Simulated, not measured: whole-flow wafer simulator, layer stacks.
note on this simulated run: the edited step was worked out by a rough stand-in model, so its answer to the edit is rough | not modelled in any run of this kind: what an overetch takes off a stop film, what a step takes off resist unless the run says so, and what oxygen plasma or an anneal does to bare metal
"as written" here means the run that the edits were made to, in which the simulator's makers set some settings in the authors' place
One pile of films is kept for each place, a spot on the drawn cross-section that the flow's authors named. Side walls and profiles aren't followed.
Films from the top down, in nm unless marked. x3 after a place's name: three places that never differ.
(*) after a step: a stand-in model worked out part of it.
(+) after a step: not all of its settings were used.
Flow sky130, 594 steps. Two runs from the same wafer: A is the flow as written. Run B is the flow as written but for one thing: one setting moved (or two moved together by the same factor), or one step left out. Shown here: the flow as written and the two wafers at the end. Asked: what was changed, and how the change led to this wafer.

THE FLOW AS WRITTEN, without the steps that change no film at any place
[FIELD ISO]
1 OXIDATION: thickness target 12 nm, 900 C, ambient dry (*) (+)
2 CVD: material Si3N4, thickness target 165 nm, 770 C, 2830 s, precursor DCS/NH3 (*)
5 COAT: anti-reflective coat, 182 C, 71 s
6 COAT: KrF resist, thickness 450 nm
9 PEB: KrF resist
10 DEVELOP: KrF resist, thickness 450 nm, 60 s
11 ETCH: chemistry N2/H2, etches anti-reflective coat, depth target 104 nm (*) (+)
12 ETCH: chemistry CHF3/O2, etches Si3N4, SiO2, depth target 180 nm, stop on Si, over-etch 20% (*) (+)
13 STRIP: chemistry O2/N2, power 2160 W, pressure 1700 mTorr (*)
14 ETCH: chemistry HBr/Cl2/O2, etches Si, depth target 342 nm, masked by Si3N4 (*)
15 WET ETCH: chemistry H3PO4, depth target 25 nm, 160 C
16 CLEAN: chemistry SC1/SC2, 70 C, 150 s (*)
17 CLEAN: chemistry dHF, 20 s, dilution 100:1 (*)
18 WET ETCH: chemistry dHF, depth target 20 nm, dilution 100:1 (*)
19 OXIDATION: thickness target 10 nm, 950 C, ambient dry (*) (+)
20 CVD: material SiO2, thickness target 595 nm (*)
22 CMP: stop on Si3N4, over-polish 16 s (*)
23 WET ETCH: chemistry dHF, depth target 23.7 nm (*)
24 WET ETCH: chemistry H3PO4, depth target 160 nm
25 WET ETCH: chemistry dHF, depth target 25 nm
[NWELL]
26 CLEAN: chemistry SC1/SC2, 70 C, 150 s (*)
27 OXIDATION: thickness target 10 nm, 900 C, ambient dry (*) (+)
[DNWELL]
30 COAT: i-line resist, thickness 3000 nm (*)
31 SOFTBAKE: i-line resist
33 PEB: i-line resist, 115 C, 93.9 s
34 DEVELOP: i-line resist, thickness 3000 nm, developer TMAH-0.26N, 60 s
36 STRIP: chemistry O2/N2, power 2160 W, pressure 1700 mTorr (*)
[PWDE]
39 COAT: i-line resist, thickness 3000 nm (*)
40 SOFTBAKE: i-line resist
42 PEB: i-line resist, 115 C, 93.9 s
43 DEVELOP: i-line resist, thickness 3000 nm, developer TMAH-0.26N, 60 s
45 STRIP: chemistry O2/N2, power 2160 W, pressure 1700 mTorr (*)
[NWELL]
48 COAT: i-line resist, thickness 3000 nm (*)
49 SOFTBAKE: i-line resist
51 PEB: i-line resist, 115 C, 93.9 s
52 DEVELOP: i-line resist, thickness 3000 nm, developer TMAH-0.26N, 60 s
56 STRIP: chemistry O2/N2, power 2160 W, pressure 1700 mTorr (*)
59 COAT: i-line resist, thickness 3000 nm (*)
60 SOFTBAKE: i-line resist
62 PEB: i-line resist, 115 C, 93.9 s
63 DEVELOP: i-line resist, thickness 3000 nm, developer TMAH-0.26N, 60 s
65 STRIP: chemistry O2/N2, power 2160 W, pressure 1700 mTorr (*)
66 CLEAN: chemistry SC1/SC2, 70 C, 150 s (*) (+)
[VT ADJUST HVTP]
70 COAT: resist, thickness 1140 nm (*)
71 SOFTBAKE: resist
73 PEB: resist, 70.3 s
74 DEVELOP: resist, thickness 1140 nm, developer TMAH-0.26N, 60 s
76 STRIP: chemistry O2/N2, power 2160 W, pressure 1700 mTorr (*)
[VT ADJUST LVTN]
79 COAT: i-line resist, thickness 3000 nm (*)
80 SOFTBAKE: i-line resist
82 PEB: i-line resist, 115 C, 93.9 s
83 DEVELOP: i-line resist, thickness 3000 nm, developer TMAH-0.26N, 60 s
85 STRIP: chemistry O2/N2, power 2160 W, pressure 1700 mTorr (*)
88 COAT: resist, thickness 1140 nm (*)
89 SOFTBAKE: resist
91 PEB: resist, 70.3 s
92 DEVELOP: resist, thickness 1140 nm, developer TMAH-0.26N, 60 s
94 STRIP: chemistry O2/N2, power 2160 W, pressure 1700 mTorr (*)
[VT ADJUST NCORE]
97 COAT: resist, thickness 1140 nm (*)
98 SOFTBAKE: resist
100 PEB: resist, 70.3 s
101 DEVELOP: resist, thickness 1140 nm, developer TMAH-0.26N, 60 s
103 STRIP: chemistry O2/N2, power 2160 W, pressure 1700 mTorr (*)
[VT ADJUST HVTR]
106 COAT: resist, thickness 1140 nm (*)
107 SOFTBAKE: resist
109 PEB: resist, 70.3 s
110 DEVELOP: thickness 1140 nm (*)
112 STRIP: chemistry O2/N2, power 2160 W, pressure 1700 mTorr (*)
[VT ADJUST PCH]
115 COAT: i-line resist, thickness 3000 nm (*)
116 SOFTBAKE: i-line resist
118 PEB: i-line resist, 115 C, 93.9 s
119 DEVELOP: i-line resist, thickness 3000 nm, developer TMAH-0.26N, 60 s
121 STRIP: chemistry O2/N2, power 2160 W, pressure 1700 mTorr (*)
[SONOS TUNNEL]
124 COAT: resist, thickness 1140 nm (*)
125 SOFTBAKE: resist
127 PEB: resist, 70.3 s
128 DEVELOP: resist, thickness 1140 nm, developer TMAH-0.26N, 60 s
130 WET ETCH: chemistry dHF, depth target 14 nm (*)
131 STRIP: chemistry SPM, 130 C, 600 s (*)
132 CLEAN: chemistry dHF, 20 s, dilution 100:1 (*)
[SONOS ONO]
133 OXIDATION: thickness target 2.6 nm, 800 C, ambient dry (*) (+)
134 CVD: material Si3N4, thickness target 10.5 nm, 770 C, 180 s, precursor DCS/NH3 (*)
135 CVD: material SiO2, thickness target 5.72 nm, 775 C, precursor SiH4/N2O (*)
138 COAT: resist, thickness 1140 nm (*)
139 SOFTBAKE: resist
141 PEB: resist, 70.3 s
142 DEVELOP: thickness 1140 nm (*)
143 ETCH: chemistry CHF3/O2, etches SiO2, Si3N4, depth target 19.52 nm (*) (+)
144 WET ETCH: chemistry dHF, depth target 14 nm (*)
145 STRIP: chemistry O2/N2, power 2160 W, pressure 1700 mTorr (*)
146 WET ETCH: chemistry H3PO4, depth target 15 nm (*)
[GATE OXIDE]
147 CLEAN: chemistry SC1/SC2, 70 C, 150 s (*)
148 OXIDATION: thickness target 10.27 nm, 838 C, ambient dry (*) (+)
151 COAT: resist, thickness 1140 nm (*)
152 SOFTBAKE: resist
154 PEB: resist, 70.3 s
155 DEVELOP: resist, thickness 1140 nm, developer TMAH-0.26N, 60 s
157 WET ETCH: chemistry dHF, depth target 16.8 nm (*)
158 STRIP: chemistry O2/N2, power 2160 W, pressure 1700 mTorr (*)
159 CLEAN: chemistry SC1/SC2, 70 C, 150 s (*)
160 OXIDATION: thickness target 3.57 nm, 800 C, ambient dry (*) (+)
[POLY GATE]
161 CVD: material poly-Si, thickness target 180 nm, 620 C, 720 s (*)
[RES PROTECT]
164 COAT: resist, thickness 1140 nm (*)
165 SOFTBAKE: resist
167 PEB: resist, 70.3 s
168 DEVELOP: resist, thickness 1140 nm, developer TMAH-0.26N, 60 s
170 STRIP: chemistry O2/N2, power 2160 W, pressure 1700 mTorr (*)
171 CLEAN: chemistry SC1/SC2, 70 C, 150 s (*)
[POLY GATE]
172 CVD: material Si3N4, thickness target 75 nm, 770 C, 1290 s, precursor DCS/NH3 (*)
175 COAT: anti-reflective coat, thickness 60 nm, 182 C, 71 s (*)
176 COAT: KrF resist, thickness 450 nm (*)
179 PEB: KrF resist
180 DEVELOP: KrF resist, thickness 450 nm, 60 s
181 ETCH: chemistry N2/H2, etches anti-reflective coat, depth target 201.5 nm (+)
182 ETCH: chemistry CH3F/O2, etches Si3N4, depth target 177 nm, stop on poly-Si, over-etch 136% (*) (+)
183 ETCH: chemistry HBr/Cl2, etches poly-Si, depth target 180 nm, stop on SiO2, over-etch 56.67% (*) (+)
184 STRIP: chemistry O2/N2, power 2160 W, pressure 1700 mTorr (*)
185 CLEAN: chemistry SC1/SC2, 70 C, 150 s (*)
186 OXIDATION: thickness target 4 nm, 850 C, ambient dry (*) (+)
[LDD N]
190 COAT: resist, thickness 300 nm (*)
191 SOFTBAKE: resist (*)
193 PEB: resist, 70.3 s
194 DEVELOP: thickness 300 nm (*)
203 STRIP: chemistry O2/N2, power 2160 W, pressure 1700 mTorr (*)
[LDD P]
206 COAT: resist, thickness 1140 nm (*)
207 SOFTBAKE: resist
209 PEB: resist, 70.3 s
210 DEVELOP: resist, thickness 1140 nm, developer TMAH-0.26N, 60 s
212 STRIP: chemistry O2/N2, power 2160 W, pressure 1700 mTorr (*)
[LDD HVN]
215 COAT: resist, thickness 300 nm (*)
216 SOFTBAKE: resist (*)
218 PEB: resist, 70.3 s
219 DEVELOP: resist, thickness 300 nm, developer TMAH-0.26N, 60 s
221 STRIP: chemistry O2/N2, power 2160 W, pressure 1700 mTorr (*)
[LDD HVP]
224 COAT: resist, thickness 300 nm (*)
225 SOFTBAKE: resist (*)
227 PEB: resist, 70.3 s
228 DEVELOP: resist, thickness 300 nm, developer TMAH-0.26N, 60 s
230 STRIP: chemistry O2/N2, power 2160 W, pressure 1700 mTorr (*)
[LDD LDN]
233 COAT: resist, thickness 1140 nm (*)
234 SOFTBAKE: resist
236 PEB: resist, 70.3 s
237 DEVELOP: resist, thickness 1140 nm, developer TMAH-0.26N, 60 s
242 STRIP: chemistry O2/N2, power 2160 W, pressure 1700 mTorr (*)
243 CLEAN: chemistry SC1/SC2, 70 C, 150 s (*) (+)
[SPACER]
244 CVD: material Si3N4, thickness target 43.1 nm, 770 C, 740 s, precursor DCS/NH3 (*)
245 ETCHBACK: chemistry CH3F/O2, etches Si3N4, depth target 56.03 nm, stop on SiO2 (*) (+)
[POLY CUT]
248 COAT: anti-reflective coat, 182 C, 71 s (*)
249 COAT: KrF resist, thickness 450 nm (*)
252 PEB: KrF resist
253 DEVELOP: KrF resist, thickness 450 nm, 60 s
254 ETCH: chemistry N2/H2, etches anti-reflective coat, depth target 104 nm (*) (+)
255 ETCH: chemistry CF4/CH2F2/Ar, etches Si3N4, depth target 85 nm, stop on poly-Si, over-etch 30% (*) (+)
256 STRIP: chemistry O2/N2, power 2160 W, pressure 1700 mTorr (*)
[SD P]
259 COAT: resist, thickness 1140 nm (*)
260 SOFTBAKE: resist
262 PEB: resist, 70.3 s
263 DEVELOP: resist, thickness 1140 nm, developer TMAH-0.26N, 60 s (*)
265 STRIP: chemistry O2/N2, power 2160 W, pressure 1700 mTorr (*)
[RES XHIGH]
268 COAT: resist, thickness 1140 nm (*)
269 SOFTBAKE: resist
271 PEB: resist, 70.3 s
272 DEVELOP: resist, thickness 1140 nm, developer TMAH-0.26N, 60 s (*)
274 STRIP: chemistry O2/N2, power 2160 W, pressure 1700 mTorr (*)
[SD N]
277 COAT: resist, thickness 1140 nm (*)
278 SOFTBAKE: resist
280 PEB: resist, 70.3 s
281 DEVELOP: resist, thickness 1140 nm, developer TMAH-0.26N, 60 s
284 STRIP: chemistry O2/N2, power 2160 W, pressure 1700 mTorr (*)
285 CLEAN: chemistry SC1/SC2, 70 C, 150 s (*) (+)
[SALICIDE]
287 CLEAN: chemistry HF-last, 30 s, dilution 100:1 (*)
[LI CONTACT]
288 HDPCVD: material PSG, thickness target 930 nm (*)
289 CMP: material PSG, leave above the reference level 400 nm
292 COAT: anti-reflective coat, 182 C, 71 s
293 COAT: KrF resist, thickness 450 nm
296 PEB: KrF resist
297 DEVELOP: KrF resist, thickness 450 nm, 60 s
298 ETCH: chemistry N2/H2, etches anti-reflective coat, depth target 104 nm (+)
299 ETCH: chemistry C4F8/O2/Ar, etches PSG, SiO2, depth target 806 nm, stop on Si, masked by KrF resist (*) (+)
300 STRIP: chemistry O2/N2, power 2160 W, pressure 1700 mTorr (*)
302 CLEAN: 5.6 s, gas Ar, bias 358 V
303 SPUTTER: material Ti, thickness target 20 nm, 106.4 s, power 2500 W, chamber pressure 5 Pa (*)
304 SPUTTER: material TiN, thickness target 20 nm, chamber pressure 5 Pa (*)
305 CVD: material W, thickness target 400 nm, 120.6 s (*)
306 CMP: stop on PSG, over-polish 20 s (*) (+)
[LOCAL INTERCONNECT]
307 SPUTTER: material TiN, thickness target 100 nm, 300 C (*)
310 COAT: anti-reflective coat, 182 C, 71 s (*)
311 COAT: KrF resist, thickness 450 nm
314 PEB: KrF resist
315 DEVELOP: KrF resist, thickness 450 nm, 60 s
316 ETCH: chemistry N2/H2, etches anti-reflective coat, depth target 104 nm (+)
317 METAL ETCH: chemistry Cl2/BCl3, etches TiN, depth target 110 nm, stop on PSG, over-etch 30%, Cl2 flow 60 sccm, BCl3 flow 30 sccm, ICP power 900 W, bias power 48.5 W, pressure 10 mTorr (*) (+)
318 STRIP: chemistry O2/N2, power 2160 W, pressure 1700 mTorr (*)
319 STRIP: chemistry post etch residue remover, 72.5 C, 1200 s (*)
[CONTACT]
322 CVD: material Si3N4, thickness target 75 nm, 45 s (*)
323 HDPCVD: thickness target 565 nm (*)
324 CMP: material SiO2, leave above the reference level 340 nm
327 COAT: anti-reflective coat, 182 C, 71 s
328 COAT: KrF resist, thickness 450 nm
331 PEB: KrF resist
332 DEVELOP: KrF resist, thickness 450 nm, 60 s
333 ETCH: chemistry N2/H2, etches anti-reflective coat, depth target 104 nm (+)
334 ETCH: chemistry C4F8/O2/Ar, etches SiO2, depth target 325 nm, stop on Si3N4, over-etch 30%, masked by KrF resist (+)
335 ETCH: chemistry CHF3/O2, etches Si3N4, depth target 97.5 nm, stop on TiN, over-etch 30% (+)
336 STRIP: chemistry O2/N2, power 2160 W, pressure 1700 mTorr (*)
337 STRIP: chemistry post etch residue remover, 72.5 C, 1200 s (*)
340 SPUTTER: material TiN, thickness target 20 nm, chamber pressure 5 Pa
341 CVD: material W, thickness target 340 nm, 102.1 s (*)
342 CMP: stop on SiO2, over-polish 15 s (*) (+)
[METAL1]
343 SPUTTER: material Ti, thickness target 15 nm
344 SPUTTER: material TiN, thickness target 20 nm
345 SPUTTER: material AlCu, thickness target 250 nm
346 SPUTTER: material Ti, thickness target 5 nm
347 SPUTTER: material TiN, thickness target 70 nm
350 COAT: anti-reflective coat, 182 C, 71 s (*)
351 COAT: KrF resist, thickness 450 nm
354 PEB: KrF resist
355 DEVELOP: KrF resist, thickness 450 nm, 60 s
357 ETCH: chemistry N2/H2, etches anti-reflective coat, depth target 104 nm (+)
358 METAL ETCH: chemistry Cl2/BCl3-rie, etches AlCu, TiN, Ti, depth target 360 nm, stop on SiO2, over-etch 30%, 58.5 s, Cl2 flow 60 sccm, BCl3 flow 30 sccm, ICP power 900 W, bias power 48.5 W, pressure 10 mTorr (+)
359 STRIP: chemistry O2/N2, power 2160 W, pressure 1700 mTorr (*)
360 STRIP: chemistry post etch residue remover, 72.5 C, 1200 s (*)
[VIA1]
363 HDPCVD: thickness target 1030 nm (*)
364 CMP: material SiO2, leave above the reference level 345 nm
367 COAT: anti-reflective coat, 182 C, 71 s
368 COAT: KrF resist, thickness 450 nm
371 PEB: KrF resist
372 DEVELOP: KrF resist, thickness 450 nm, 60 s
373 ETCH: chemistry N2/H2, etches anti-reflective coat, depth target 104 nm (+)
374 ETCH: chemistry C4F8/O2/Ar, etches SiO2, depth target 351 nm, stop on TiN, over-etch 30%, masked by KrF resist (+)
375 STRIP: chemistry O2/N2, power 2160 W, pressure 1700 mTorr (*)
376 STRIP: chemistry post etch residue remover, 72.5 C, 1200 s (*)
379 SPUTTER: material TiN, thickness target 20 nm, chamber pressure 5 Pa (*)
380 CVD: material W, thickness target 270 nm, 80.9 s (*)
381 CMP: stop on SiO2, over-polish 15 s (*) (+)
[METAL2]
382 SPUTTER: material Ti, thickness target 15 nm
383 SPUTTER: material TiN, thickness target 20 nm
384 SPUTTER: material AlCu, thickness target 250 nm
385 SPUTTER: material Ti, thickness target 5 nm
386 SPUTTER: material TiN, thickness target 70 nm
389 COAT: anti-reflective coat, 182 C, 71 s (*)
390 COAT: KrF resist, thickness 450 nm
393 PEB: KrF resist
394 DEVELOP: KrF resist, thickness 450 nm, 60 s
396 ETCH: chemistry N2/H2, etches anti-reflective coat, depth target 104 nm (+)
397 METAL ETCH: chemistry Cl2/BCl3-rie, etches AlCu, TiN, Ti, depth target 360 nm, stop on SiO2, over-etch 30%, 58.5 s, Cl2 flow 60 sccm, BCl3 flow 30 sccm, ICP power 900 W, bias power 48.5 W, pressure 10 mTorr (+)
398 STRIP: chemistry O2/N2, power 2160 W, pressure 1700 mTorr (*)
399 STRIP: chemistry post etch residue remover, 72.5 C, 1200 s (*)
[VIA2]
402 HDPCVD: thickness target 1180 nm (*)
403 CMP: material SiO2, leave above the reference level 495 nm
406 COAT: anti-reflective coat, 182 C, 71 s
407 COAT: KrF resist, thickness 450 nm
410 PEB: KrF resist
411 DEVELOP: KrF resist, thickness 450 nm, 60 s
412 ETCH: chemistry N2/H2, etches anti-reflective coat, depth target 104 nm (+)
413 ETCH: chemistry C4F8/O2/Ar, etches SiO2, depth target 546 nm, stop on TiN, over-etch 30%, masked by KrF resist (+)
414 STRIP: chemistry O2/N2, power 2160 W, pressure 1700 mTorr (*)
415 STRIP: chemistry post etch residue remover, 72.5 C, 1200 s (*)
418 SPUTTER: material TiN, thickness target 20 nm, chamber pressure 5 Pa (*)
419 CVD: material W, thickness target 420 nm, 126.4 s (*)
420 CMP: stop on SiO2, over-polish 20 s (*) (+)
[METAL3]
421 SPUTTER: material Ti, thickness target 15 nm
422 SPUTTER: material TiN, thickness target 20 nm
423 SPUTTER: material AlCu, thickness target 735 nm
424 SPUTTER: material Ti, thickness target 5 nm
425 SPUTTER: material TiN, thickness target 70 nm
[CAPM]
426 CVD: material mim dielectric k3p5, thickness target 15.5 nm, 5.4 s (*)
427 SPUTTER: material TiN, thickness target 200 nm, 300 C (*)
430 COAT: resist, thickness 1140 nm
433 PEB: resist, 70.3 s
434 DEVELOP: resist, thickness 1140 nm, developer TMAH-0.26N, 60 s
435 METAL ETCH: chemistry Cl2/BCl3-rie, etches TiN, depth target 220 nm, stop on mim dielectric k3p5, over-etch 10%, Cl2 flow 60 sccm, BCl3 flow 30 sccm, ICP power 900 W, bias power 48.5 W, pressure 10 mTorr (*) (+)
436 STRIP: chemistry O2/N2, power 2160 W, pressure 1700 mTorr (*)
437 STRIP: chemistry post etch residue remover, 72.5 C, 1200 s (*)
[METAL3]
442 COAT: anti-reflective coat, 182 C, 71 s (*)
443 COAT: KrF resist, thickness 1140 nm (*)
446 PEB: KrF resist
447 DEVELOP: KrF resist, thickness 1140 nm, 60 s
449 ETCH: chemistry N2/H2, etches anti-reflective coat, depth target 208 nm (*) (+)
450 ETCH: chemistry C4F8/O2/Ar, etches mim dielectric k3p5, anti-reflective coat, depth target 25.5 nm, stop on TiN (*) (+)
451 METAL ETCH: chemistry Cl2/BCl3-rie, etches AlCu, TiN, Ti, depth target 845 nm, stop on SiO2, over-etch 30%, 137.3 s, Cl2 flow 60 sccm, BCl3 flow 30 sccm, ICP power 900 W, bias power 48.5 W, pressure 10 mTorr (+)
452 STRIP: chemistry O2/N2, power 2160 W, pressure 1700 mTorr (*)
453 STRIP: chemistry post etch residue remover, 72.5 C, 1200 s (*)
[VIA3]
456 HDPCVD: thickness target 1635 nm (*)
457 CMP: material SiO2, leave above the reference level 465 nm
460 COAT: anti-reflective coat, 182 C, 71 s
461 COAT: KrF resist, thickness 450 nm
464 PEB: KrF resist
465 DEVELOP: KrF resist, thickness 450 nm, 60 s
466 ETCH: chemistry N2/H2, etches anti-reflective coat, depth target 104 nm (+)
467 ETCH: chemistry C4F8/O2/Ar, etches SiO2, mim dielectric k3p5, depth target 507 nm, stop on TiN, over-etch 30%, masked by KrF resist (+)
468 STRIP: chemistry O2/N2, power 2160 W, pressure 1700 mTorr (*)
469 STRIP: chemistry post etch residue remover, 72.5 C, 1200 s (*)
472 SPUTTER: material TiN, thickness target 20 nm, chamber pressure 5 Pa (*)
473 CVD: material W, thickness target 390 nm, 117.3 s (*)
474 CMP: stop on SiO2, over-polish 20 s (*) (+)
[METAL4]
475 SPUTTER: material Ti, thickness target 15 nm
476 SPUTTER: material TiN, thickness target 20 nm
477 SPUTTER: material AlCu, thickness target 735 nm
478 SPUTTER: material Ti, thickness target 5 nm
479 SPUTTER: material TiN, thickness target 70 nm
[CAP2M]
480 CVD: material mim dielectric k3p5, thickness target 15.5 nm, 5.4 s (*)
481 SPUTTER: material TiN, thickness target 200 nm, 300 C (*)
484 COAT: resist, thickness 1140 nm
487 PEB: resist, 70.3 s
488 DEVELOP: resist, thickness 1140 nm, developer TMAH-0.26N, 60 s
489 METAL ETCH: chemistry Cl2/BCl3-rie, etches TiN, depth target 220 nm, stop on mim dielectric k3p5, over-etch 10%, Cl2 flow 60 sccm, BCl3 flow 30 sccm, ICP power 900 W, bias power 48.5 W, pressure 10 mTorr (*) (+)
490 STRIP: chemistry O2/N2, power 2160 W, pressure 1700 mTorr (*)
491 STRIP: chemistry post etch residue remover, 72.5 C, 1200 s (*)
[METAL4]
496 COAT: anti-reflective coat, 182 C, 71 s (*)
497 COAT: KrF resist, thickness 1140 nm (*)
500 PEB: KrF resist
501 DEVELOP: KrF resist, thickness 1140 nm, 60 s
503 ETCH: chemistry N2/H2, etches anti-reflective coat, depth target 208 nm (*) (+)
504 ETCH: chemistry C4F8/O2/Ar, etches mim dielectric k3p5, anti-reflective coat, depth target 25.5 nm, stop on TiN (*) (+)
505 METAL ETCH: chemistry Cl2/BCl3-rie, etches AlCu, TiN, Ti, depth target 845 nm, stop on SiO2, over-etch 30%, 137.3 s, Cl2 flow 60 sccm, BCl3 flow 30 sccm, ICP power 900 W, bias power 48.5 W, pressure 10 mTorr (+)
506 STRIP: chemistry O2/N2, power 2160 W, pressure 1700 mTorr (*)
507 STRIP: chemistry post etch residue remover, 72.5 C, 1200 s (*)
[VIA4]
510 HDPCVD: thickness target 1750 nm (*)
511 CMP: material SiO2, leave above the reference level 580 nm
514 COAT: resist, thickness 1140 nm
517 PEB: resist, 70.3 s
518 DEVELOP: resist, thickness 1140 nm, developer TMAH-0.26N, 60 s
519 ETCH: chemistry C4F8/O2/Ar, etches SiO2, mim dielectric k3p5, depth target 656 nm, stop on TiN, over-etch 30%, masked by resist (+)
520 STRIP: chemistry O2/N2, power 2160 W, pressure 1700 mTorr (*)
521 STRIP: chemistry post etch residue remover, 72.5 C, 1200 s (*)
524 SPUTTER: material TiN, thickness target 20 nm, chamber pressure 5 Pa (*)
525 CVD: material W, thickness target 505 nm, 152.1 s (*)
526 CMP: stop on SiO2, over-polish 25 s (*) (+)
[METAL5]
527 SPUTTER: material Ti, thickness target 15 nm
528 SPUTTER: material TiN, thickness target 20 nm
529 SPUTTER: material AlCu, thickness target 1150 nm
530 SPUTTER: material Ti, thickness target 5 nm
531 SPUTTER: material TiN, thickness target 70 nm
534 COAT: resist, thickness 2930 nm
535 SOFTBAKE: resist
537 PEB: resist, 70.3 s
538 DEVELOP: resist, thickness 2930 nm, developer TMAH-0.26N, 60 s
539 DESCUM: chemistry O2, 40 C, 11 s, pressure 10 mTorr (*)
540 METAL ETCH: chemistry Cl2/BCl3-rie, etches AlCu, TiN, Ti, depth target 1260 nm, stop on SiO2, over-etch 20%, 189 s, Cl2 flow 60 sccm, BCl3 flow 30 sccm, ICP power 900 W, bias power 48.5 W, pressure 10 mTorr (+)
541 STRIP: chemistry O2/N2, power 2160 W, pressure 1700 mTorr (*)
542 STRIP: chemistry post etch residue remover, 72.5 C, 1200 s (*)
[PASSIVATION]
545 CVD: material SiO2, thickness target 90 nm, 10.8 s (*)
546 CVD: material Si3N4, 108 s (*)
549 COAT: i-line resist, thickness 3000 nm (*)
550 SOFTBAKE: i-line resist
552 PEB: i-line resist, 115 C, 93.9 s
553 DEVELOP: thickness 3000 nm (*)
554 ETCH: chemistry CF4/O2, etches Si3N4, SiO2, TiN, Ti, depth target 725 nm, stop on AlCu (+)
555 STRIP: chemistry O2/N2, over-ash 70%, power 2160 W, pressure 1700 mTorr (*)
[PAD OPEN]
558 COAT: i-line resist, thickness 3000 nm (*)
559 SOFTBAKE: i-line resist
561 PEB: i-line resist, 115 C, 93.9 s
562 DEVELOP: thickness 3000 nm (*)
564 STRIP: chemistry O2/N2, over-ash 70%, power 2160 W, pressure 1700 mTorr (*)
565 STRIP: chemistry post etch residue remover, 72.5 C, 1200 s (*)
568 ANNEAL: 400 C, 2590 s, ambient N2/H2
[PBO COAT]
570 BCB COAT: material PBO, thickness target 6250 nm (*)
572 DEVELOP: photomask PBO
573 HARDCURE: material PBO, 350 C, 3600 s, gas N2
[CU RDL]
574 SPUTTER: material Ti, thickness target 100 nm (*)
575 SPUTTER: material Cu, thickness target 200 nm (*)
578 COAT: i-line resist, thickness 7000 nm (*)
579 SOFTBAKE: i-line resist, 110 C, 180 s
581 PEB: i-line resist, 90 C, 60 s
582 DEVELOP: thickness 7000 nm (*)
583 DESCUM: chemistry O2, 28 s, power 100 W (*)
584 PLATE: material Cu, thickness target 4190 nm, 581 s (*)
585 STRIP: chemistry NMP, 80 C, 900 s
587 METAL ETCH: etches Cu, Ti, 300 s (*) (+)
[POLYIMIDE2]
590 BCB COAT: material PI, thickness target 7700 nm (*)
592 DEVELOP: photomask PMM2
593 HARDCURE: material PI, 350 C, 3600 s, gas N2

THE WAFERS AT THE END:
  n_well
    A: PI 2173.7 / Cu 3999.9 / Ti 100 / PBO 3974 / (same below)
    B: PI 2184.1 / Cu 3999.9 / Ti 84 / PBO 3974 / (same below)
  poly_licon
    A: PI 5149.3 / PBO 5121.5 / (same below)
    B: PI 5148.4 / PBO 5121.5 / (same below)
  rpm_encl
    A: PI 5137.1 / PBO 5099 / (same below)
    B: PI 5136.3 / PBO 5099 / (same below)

The cause: step 574, SPUTTER: thickness target 84 nm was run, where the flow has thickness target 100 nm.
It can be read off the wafer: n_well has Ti 84, and step 574 as written asks for 100 nm.

How the change led to this, step by step:
  574 SPUTTER: material Ti, thickness target 100 nm (*)
      field, active, n_well and 190 more: A Ti +100 (new film) | B Ti +84 (new film)
  587 METAL ETCH: etches Cu, Ti, 300 s (*) (+)
      field, active, gate and 167 more: A Cu -200 (all of it), Ti -100 (all of it) | B Cu -200 (all of it), Ti -84 (all of it)
  590 BCB COAT: material PI, thickness target 7700 nm (*)
      de16_gate_nw: A PI +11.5 um (new film) | B PI +11.49 um (new film)
